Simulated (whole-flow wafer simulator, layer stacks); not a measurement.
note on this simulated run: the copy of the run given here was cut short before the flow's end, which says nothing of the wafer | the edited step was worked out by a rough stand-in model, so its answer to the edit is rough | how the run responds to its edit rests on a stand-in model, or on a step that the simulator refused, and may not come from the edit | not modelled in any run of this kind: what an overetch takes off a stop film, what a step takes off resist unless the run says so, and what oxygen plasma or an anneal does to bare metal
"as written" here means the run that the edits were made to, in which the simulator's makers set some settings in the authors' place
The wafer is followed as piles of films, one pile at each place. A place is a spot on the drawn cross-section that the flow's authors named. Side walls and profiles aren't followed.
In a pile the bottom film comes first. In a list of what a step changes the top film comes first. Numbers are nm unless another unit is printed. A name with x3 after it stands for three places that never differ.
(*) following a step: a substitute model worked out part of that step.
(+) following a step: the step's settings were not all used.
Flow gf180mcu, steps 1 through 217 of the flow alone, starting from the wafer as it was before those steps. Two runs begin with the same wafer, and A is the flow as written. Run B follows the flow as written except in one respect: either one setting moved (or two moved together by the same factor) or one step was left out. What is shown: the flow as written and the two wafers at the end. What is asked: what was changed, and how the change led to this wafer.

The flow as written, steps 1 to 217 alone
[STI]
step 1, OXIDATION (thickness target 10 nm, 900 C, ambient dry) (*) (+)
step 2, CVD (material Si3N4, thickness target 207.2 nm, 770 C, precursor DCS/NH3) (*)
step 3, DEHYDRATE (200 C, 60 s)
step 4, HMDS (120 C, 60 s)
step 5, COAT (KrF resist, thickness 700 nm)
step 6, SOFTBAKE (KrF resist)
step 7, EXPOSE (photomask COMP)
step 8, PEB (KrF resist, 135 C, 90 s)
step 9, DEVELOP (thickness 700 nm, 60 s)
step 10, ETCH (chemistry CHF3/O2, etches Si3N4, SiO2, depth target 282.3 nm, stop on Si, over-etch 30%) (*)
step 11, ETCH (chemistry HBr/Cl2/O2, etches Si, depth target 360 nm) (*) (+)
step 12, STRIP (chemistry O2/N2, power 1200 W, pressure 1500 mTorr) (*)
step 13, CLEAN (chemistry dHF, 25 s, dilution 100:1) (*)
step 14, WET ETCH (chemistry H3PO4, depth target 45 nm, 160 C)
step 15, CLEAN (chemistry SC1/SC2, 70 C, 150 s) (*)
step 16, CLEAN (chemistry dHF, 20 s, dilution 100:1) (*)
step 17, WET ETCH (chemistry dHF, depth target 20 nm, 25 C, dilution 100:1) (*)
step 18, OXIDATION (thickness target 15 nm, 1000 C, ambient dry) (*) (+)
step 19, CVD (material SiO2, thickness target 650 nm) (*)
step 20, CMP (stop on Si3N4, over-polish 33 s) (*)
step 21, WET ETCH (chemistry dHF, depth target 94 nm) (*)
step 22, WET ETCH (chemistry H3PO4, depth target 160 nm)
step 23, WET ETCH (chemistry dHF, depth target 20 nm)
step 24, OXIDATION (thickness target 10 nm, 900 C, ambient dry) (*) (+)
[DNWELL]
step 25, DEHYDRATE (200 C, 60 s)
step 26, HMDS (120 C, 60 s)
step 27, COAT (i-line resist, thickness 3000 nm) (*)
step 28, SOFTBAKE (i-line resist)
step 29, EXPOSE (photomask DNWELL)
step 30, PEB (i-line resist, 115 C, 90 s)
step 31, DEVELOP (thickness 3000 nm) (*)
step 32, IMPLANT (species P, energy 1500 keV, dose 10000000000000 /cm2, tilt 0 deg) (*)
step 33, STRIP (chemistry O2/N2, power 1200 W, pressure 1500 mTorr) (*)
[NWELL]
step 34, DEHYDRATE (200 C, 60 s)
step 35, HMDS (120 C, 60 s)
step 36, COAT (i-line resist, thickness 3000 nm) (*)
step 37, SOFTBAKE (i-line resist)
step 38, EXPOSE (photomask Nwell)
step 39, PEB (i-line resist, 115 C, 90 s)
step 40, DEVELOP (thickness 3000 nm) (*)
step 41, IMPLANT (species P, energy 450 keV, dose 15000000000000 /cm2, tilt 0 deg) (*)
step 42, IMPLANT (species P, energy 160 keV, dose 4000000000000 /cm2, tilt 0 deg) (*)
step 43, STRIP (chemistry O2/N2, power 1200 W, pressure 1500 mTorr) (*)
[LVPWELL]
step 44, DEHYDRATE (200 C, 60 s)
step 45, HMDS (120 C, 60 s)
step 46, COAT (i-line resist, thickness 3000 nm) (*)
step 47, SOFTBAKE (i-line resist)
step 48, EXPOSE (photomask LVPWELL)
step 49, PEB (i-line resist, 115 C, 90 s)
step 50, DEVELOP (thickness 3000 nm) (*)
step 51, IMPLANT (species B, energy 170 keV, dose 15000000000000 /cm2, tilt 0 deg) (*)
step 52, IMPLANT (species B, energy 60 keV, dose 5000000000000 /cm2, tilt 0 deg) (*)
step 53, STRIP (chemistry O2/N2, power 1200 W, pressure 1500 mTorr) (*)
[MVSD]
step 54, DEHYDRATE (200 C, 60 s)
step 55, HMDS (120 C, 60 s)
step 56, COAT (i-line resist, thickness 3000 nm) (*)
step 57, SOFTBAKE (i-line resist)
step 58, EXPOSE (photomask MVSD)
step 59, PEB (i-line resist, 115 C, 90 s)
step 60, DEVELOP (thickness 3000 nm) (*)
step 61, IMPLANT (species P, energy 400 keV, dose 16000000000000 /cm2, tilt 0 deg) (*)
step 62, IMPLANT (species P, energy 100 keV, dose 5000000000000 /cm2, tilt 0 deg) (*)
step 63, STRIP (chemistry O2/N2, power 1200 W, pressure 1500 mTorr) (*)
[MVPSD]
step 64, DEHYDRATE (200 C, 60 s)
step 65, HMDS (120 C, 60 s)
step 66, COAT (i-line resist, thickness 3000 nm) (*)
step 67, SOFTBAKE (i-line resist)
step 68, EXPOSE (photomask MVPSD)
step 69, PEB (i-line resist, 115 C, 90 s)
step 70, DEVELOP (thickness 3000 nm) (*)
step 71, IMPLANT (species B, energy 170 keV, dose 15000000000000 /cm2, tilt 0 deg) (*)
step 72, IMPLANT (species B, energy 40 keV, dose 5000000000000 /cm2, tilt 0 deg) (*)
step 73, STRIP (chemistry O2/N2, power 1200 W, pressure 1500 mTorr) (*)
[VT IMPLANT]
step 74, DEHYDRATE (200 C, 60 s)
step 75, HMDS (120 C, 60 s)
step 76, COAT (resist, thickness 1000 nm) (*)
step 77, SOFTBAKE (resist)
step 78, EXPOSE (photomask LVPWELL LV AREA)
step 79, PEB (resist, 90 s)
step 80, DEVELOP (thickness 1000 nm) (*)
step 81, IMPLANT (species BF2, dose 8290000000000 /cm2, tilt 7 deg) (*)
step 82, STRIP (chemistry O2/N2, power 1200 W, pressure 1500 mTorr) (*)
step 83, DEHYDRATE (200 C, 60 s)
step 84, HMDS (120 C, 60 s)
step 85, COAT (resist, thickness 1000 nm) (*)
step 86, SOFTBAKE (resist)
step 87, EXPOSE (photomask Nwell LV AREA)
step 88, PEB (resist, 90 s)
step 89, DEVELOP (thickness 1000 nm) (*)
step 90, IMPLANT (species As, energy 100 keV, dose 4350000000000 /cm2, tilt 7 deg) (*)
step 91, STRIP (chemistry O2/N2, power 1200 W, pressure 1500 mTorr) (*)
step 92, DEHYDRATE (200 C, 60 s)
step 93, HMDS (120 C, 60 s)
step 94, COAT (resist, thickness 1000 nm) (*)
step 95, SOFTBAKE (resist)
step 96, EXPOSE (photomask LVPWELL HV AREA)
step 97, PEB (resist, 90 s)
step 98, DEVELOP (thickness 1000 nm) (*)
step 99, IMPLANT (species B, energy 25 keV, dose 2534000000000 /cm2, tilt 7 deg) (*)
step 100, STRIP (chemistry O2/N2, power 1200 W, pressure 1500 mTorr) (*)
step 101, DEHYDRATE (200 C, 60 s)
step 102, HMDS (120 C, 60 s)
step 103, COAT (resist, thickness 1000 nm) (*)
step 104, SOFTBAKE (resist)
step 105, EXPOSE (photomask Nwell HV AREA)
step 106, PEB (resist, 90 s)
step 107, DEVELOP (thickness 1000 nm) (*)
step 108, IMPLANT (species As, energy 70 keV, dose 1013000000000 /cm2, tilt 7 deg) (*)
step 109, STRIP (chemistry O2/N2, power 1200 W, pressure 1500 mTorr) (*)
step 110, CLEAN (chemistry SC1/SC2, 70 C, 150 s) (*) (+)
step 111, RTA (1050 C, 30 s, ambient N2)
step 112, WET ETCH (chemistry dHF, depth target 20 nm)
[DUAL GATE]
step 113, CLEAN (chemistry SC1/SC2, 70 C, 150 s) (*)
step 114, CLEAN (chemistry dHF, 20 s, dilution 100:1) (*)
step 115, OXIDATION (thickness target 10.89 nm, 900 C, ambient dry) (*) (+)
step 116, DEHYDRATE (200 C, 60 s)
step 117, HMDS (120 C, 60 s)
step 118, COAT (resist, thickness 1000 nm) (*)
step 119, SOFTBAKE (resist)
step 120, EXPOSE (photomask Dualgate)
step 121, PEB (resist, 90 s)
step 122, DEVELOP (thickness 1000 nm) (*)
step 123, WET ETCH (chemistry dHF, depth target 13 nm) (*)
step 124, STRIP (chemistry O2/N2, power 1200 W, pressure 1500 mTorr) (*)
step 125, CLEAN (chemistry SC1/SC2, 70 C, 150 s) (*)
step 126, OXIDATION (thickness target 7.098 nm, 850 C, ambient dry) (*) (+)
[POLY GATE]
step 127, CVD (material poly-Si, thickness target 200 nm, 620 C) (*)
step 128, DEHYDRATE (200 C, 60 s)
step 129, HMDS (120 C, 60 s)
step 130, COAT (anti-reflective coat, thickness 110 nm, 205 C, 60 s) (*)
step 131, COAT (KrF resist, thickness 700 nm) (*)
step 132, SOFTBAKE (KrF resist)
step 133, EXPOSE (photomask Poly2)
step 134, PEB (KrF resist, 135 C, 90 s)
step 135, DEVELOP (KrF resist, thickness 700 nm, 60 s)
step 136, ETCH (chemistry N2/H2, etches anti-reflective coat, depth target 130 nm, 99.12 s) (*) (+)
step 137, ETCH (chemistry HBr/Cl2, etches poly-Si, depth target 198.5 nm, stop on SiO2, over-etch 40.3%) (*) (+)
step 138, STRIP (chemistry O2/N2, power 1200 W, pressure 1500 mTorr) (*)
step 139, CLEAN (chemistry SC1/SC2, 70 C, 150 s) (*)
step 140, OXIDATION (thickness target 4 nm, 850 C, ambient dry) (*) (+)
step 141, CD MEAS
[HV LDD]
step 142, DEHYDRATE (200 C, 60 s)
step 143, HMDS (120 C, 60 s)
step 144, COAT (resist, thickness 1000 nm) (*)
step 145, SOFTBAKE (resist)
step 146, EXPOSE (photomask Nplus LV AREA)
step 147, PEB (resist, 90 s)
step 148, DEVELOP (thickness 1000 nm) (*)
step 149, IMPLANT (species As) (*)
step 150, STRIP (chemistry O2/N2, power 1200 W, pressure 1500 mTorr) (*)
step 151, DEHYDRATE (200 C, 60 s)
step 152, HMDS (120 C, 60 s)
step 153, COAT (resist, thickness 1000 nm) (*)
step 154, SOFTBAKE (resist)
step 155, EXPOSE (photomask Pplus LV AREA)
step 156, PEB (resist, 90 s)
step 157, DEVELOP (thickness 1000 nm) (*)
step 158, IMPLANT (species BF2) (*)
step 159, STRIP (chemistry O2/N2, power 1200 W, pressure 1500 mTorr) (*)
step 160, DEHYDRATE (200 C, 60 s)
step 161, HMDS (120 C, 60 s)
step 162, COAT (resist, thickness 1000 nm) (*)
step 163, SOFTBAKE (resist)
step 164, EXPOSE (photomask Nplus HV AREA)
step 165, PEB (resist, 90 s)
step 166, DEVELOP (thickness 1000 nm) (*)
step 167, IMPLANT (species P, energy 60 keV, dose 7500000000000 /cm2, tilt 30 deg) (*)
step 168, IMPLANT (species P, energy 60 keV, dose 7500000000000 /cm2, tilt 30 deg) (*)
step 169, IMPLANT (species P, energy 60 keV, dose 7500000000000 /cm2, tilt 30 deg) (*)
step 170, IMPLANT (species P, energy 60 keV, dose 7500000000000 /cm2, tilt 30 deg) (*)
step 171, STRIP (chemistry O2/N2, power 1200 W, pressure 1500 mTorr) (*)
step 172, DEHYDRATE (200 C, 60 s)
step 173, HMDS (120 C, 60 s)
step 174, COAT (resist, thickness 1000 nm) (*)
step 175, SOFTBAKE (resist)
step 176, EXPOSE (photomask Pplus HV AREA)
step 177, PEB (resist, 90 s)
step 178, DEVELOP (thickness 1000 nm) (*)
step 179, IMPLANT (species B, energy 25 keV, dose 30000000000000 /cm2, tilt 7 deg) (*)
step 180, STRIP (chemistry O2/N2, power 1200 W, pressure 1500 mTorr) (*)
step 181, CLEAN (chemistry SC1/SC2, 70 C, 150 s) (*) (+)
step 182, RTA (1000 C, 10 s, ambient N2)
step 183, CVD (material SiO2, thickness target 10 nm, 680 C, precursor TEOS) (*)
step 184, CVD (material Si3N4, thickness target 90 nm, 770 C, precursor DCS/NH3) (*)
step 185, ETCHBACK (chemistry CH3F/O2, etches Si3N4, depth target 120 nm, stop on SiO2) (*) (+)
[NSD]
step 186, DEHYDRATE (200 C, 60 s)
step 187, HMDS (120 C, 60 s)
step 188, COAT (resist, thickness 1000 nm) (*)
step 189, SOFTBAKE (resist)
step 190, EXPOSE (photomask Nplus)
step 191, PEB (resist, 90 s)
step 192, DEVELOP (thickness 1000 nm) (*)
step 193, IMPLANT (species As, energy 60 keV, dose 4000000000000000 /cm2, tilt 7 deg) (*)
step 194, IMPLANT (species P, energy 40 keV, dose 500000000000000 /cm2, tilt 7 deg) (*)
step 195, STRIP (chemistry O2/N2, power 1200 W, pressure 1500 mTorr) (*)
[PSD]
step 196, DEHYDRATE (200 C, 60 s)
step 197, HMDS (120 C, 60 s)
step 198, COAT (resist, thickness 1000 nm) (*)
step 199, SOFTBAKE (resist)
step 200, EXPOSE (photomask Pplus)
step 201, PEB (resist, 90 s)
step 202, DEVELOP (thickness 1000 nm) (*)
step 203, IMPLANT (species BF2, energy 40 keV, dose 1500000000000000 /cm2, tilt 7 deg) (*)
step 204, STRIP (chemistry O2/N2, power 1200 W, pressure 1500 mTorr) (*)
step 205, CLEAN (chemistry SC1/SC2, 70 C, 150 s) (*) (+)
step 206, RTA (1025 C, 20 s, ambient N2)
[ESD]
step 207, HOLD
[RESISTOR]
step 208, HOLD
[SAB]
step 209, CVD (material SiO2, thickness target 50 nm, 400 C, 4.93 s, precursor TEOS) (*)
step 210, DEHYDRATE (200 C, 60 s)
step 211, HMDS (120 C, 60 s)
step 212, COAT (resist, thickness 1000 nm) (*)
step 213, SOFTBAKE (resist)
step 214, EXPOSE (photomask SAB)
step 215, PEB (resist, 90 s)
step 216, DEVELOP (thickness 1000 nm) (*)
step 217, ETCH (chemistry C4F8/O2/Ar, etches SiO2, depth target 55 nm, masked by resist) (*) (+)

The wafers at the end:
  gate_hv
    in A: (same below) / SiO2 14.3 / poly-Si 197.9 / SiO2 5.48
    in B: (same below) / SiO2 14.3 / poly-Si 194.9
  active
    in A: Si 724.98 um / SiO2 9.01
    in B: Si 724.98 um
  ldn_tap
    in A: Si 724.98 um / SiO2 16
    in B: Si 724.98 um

Cause: step 209, CVD: 1.972 s was run, whereas the flow has 4.93 s.

Step by step, how the change led to this:
  step 209, CVD (material SiO2, thickness target 50 nm, 400 C, 4.93 s, precursor TEOS) (*)
      field, field__w7, field__w8 and 73 more: A +50 SiO2 | B +20.3 SiO2
      field_sub__w1, field_sub__w3, field_sub__w4, field_sub__w5, ld_drift_n, nplus_u: A +48.9 SiO2 | B +19.9 SiO2
      (as well as at 27 more places)
  step 217, ETCH (chemistry C4F8/O2/Ar, etches SiO2, depth target 55 nm, masked by resist) (*) (+)
      gate, gate_hv, gate_p and 23 more: A -55 SiO2 | B -30.8 SiO2 (all of it), -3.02 poly-Si
      sd_p_hv, ldn_tap, ldn_src, ldn_drn, ldp_tap, ldp_src, ldp_drn, ldp_gr: A -55 SiO2 | B -41.3 SiO2 (all of it), -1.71 Si
      (as well as at 16 more places)
